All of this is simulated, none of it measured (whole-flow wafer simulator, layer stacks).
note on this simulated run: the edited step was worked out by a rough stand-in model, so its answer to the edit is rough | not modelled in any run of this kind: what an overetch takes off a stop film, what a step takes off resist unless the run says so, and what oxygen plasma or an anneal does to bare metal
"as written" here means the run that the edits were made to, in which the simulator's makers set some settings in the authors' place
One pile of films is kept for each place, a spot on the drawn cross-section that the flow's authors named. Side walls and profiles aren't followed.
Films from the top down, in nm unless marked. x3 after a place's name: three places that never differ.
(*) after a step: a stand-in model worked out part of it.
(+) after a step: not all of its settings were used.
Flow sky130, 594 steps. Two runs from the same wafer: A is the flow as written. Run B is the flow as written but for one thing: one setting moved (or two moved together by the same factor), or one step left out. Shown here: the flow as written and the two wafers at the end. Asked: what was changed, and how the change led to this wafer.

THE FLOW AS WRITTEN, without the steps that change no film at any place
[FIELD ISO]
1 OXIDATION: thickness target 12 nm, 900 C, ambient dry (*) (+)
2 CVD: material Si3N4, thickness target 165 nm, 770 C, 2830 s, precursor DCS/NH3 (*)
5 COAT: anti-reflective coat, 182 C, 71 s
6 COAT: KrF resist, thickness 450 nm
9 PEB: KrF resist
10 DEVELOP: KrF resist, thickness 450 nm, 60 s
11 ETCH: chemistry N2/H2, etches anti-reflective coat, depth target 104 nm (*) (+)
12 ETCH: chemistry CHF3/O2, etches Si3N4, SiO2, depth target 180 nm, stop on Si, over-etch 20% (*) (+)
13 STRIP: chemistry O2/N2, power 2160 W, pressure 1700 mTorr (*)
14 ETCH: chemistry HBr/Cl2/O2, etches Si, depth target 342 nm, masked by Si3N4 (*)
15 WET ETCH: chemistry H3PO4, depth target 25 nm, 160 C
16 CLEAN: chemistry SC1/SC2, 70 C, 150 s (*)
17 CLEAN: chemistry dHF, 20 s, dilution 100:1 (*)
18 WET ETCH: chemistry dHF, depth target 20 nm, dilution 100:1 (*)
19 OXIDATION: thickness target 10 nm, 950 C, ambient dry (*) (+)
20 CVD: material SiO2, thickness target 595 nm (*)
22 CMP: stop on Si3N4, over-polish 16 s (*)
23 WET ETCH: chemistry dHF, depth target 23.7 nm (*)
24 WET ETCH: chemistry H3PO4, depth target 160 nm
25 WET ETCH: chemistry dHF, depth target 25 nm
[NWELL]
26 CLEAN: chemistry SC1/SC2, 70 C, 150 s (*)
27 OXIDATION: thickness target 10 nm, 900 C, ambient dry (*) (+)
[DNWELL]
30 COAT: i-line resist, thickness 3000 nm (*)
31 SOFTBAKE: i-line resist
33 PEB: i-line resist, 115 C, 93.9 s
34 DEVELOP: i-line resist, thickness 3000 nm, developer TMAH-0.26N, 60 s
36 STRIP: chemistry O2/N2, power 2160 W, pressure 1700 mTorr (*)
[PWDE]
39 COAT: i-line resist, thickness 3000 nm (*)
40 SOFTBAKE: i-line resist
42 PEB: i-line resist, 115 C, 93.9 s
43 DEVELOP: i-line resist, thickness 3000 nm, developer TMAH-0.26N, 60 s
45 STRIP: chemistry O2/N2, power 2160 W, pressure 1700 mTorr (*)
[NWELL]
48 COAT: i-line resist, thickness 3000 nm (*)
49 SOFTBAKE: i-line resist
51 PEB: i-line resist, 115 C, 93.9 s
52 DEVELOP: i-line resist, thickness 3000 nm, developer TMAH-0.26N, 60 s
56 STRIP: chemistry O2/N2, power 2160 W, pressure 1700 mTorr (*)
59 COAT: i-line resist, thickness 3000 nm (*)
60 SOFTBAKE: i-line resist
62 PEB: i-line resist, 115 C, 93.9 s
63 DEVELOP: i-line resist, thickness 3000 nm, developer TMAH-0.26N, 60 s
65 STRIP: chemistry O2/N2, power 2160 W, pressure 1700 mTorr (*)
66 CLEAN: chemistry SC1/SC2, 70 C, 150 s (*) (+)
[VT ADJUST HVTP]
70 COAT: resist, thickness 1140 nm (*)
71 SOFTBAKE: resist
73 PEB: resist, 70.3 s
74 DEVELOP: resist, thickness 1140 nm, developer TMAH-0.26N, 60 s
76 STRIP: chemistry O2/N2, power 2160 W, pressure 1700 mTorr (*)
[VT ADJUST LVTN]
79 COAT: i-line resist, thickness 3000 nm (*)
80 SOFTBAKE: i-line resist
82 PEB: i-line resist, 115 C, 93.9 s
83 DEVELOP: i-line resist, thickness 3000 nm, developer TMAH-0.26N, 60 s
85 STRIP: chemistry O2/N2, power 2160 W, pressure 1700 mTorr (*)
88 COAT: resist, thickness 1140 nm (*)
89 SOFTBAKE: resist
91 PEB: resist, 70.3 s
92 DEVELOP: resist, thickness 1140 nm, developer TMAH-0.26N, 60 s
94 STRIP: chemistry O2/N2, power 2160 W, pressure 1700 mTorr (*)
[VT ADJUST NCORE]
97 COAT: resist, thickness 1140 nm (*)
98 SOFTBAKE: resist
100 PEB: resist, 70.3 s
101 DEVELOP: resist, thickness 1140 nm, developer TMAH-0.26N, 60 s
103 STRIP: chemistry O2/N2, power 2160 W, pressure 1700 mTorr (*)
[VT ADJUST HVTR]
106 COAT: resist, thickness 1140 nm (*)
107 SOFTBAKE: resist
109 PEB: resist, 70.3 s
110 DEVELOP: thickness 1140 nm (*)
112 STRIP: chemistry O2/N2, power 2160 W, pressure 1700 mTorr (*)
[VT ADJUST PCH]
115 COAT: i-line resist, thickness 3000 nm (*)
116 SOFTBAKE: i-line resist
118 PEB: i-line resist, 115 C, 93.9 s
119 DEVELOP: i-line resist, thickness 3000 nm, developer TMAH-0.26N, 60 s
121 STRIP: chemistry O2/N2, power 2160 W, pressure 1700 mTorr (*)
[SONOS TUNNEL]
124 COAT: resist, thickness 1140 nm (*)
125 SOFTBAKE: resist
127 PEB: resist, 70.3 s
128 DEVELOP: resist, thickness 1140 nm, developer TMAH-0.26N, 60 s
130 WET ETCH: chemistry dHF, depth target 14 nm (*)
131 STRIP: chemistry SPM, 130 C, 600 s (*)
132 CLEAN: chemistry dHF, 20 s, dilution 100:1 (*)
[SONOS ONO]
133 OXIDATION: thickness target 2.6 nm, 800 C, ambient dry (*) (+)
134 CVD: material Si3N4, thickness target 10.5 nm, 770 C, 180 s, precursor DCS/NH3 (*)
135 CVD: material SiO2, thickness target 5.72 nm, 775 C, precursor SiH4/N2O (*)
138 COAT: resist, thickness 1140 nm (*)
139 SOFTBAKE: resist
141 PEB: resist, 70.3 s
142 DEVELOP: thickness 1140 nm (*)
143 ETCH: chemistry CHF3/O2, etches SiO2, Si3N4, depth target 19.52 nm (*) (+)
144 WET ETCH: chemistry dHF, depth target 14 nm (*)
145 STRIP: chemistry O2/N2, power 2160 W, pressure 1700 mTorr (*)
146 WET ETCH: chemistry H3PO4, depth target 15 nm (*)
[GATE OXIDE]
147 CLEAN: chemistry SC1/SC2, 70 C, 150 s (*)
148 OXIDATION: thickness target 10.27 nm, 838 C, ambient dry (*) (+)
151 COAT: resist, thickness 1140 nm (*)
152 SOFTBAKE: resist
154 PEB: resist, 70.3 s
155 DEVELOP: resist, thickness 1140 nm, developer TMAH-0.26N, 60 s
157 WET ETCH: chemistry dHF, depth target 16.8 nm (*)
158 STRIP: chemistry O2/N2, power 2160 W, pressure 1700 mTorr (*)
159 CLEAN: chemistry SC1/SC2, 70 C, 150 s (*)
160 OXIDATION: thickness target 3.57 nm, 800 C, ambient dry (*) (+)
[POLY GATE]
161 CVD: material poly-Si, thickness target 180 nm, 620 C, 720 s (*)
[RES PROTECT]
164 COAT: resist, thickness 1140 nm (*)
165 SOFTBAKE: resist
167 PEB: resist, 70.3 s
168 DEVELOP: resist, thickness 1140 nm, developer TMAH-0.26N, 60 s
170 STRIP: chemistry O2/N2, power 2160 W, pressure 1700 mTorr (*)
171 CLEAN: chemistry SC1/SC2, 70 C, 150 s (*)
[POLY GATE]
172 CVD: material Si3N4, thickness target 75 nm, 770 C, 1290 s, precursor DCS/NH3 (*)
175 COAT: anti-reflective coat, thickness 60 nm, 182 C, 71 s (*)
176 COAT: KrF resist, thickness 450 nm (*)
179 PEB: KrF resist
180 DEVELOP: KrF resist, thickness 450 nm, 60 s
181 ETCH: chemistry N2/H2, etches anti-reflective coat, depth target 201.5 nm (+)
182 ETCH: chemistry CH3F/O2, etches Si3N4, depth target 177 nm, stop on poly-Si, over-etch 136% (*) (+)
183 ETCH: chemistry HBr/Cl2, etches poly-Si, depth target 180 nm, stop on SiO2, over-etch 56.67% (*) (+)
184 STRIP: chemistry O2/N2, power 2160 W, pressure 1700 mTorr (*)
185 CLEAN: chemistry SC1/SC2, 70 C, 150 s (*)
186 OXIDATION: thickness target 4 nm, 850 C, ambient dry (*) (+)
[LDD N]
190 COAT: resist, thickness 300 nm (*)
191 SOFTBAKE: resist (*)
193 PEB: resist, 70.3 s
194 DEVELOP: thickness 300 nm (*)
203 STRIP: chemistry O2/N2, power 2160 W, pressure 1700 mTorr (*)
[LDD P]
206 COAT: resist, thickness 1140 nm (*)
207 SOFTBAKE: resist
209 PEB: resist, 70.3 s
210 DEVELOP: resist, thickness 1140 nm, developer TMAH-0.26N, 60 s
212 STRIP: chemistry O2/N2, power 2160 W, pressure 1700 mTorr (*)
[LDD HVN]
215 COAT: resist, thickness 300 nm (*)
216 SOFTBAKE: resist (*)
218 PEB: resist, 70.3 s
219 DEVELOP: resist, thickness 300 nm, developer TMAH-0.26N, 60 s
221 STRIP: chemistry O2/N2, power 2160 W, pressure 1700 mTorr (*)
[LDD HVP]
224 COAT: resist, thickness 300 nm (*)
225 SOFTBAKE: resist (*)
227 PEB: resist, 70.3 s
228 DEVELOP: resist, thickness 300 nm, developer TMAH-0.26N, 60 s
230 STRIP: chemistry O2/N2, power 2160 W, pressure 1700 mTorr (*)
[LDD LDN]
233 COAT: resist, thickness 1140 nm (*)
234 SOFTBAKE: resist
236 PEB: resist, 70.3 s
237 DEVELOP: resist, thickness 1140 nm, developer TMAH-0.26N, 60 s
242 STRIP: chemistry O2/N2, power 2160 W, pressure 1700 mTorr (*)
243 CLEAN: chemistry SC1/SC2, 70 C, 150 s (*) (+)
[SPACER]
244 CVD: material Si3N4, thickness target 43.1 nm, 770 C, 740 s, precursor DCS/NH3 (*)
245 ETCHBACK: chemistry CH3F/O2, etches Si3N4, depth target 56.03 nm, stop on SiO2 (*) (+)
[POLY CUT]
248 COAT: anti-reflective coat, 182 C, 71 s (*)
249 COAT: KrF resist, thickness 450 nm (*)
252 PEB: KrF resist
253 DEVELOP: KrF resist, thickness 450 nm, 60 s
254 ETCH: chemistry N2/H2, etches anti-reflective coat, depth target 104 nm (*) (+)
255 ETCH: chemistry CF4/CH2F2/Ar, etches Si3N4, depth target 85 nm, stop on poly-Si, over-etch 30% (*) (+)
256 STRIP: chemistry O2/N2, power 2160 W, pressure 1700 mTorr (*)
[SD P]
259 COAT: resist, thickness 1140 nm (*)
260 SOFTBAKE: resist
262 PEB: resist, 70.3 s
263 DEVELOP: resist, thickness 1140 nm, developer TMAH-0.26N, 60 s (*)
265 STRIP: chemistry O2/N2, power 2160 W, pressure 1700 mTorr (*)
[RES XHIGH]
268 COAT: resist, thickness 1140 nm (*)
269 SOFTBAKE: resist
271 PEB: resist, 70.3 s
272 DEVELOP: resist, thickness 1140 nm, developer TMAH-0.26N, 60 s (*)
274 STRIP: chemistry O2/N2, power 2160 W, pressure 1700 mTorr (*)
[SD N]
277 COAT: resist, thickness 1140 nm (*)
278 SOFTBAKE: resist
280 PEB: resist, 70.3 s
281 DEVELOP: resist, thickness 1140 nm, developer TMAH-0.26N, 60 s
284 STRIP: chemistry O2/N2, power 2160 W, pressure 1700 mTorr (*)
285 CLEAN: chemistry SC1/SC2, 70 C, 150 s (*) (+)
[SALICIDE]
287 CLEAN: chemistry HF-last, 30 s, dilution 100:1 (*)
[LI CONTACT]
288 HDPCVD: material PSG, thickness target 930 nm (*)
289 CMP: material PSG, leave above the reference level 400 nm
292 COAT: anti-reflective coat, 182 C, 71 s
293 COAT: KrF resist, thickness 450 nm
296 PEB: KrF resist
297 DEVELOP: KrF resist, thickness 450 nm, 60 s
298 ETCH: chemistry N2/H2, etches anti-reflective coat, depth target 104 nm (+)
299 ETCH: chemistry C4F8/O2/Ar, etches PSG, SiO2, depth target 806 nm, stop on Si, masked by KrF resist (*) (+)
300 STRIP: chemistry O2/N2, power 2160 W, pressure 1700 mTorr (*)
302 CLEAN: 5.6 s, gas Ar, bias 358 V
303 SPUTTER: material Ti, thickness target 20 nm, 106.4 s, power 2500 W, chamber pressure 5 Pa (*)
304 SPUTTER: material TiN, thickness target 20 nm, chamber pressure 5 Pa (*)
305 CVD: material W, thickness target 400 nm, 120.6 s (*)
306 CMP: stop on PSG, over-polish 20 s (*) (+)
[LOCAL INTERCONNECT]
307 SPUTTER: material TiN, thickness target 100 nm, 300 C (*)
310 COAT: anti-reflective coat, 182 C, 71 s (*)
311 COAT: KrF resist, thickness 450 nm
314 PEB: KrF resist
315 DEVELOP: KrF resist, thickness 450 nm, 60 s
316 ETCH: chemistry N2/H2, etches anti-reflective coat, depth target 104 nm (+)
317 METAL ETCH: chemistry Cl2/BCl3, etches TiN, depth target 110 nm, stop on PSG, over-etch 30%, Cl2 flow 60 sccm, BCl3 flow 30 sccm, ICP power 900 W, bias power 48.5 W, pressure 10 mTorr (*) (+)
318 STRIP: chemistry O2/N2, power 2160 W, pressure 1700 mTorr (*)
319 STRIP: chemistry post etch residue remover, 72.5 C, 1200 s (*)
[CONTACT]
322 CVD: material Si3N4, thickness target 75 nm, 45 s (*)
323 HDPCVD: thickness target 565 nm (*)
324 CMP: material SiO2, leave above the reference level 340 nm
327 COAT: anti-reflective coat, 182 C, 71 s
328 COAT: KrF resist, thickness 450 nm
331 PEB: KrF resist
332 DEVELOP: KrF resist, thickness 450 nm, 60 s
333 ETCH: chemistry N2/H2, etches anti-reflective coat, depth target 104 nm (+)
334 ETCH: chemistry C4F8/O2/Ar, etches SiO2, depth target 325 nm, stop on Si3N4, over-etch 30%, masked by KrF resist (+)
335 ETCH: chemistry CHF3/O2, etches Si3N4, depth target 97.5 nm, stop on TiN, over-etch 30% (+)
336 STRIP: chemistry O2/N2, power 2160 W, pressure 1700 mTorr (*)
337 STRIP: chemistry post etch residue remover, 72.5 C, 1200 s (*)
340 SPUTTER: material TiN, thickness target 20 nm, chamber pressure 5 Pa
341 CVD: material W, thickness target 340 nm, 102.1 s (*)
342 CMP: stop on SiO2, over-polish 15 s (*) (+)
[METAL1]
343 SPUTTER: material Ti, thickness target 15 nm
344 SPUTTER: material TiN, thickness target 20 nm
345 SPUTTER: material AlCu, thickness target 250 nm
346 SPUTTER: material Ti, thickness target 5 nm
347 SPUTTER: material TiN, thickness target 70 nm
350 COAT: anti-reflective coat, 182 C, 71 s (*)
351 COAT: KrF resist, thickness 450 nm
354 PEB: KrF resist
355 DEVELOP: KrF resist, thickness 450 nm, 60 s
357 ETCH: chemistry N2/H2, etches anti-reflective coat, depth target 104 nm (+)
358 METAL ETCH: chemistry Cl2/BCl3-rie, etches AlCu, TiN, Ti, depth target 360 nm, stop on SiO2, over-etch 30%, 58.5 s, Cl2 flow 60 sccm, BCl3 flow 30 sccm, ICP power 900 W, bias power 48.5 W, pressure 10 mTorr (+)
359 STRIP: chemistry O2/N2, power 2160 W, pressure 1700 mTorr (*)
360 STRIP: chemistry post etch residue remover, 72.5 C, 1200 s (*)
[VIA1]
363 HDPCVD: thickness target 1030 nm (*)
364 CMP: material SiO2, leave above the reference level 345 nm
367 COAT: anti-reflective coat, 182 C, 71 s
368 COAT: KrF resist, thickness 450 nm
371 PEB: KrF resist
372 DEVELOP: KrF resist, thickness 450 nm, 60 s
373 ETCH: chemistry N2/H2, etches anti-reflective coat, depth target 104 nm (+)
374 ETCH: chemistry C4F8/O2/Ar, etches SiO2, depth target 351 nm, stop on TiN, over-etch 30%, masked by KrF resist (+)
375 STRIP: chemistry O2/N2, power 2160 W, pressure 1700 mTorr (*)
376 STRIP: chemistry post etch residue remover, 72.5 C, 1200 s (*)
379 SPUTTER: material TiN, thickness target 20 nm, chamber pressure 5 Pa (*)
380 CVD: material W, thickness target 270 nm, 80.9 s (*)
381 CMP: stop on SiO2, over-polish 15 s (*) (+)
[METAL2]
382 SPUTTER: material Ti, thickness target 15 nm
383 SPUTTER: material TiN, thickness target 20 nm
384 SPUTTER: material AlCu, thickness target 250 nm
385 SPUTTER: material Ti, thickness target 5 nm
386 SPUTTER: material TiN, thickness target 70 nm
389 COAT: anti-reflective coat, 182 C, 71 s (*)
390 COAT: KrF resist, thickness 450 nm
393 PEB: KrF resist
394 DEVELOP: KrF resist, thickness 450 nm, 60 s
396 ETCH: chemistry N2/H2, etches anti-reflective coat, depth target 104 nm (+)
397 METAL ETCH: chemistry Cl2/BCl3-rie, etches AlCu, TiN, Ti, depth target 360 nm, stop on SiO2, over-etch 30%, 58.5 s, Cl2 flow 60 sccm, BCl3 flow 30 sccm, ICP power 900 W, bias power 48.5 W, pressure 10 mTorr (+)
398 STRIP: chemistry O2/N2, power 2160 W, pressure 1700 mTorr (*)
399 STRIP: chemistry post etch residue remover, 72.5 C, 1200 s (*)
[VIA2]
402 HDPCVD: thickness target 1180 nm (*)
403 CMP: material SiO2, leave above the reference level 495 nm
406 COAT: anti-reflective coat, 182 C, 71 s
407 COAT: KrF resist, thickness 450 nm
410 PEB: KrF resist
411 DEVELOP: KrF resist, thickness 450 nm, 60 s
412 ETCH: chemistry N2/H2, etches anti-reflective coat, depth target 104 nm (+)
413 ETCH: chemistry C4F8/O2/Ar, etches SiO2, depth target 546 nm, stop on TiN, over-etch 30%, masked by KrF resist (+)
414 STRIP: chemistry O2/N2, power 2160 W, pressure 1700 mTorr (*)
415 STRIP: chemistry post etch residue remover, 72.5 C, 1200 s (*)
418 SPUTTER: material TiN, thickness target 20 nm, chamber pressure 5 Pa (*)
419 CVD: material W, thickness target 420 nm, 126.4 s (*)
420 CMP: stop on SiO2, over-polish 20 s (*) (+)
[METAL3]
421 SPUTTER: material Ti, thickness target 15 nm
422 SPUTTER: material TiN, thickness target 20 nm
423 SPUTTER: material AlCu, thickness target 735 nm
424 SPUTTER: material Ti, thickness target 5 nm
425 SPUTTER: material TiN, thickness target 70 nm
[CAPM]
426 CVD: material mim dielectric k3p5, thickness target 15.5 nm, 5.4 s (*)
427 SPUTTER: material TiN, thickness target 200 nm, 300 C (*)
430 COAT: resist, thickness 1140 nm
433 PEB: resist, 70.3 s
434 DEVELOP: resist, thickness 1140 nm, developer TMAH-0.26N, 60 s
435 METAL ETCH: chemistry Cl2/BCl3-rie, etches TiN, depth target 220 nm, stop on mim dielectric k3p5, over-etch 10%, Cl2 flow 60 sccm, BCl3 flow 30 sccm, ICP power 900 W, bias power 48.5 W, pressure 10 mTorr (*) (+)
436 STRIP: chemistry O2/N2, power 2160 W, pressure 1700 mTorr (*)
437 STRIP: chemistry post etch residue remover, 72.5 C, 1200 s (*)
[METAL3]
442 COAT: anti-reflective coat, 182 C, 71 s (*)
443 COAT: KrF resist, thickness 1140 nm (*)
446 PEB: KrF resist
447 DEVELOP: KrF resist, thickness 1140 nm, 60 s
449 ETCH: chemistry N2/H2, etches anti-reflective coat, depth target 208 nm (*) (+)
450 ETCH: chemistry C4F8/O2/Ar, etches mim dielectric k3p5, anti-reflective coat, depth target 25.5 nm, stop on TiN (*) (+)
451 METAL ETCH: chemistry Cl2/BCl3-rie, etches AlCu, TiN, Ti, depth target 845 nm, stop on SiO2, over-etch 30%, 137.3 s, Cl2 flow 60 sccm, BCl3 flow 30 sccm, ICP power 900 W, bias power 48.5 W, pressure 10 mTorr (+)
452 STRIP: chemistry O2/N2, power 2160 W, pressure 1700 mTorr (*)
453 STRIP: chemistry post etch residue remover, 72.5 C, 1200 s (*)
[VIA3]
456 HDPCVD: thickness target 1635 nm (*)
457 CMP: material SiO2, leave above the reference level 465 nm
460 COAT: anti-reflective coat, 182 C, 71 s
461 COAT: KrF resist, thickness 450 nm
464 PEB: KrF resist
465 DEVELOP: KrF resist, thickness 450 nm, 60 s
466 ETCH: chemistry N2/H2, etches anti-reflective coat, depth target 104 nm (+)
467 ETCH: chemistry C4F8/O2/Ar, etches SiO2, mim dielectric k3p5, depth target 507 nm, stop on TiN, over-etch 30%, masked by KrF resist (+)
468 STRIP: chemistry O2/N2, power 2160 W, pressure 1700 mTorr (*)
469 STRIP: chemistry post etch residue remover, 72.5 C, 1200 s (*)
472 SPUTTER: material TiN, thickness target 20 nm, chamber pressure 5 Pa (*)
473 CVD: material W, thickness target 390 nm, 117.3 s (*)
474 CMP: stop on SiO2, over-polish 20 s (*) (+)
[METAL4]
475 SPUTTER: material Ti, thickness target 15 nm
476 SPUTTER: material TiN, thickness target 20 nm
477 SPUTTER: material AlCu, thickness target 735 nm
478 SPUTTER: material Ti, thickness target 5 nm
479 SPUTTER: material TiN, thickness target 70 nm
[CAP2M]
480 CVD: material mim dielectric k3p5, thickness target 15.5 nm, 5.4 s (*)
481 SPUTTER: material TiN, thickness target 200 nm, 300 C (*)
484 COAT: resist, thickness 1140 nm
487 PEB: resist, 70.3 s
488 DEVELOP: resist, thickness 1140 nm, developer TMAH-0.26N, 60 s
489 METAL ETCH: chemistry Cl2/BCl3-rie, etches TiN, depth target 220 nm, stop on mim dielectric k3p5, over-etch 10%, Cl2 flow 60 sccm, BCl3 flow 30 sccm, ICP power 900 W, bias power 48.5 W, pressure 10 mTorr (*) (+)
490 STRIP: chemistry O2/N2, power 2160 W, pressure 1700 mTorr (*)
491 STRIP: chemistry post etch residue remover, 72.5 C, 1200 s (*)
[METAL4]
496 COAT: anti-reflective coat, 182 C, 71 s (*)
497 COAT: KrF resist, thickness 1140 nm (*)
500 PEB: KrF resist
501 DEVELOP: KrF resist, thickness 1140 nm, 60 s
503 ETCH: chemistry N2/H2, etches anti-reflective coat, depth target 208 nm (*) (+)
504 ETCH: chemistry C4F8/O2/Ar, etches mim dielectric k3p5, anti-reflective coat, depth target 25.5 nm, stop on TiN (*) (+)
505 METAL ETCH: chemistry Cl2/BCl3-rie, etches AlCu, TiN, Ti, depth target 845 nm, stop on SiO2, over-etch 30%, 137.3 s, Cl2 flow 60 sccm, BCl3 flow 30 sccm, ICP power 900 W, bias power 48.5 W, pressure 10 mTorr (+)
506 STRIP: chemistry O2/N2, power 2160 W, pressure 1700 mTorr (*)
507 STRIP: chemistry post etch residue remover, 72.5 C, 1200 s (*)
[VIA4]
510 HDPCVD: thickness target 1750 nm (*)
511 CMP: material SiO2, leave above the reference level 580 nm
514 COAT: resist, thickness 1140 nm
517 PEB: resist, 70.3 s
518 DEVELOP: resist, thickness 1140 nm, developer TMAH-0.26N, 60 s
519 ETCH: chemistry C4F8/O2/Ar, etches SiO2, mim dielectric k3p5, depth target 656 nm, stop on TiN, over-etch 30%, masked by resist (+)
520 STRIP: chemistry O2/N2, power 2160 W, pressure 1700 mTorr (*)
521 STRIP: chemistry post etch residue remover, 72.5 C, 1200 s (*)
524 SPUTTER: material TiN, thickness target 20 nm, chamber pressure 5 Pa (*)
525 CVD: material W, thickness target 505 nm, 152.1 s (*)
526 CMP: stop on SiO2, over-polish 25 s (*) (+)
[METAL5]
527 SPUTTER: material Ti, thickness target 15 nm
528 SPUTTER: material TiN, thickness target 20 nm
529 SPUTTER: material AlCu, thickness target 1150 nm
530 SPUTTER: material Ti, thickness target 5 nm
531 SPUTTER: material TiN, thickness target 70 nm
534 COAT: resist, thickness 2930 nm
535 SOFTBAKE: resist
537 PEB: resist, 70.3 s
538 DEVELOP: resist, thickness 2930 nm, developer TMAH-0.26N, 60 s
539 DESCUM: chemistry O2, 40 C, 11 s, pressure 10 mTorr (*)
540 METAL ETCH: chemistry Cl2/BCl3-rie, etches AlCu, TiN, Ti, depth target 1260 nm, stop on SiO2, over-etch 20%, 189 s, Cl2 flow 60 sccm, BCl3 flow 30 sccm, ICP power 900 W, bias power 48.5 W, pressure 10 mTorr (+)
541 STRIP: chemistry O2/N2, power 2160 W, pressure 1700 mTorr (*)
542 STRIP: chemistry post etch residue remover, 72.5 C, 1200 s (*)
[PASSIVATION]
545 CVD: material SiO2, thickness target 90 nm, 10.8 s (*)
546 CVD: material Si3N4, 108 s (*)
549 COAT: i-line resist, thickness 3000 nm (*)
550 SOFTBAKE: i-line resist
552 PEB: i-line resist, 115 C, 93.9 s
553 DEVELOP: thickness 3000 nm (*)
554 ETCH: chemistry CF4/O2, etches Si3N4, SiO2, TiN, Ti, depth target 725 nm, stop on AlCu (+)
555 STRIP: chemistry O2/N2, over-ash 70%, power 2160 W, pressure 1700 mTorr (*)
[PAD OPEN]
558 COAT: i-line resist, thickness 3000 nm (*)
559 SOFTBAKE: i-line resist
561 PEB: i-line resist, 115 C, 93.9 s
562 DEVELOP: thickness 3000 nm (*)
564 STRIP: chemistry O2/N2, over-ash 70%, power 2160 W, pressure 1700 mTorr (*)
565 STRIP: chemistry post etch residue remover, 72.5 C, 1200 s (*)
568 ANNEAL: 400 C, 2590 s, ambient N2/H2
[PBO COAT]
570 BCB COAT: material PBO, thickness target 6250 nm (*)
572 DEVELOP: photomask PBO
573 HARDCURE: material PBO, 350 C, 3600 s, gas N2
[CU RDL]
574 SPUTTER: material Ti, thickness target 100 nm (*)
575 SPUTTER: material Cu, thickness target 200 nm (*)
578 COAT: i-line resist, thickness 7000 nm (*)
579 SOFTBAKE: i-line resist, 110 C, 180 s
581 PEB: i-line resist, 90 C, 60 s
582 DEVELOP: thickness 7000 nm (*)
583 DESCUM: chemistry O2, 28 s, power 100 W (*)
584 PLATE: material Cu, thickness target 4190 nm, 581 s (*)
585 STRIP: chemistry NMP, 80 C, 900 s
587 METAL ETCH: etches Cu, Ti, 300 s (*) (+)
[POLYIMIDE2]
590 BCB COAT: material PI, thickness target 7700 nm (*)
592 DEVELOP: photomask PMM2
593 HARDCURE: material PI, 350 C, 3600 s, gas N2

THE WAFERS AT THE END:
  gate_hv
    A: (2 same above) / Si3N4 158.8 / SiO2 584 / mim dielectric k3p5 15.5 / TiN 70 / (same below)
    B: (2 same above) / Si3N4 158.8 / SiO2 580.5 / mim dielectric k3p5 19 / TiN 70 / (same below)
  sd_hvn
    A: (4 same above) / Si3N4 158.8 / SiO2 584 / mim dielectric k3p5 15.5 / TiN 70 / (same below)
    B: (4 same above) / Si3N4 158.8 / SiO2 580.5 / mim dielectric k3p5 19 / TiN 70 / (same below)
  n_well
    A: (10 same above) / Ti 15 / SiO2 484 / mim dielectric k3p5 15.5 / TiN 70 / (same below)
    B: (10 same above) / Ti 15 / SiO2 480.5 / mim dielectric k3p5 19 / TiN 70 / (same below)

The cause: step 480, CVD: thickness target 19 nm was run, where the flow has thickness target 15.5 nm; step 480, CVD: 6.62 s was run, where the flow has 5.4 s.
It can be read off the wafer: gate_hv has mim dielectric k3p5 19, and step 480 as written asks for 15.5 nm.

How the change led to this, step by step:
  480 CVD: material mim dielectric k3p5, thickness target 15.5 nm, 5.4 s (*)
      field, active, n_well and 189 more: A mim dielectric k3p5 +15.5 (new film) | B mim dielectric k3p5 +19 (new film)
  504 ETCH: chemistry C4F8/O2/Ar, etches mim dielectric k3p5, anti-reflective coat, depth target 25.5 nm, stop on TiN (*) (+)
      n_well, p_well, gate_hv and 102 more: A KrF resist -15.5 | B KrF resist -17
      field, active, gate and 85 more: A mim dielectric k3p5 -15.5 (all of it) | B mim dielectric k3p5 -19 (all of it)
  519 ETCH: chemistry C4F8/O2/Ar, etches SiO2, mim dielectric k3p5, depth target 656 nm, stop on TiN, over-etch 30%, masked by resist (+)
      m1: A SiO2 -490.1 (all of it), mim dielectric k3p5 -15.5 (all of it) | B SiO2 -486.6 (all of it), mim dielectric k3p5 -19 (all of it)
      via4_hole: A SiO2 -489.5 (all of it), mim dielectric k3p5 -15.5 (all of it) | B SiO2 -486 (all of it), mim dielectric k3p5 -19 (all of it)
